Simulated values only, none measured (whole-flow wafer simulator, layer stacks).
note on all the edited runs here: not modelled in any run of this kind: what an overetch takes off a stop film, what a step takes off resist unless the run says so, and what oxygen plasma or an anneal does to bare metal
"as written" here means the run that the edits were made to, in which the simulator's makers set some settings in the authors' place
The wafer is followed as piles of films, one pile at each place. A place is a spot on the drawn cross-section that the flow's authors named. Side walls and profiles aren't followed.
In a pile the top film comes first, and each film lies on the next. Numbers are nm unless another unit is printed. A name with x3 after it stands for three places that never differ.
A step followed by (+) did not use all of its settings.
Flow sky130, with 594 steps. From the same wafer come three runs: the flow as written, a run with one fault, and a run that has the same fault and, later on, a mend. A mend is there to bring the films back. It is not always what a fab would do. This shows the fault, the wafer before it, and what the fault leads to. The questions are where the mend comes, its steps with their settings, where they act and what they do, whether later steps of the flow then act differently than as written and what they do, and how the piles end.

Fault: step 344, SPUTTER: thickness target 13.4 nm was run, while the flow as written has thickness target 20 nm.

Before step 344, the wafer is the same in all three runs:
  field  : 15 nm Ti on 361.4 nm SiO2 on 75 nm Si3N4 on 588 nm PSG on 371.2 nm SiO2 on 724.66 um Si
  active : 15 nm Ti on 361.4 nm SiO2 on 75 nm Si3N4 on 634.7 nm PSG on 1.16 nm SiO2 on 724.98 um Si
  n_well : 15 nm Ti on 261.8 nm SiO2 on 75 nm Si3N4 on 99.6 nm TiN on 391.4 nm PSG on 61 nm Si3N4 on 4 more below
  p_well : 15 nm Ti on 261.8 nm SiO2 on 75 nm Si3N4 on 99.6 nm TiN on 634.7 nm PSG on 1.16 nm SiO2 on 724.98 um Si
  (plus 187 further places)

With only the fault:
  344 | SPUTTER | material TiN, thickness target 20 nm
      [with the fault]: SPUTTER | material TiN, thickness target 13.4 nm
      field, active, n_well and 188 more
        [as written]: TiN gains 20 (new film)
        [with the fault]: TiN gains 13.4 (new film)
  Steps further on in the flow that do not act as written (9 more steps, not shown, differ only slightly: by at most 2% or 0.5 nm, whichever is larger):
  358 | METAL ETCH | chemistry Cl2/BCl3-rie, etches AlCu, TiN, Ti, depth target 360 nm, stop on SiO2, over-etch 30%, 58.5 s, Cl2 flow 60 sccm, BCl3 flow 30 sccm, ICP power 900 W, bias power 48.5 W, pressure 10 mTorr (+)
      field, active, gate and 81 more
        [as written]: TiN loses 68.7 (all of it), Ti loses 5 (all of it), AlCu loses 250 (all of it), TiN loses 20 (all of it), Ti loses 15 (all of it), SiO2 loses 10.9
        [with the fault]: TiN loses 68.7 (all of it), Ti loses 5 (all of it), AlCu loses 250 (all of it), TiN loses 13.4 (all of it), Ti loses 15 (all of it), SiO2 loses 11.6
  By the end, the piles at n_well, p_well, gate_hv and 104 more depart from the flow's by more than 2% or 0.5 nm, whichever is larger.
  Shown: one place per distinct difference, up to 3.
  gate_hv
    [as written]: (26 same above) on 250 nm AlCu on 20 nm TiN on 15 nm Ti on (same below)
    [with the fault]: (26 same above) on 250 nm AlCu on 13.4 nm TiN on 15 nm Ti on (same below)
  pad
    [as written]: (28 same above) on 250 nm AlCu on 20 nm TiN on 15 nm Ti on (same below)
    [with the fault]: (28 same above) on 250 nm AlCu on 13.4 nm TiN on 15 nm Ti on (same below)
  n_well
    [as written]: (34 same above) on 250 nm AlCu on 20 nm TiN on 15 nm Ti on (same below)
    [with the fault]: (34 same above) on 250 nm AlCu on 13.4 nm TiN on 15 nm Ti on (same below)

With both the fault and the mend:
  The mend follows step 344.
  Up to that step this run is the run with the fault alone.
  344a | SPUTTER | material TiN, thickness target 6.6 nm (the flow's step 344, run once more with other settings)
      field, active, n_well and 188 more
        TiN gains 6.6
  Every later step of the flow that is run acts as written at every place that is followed.
  By the end, the piles equal the flow's at every place that both follow.
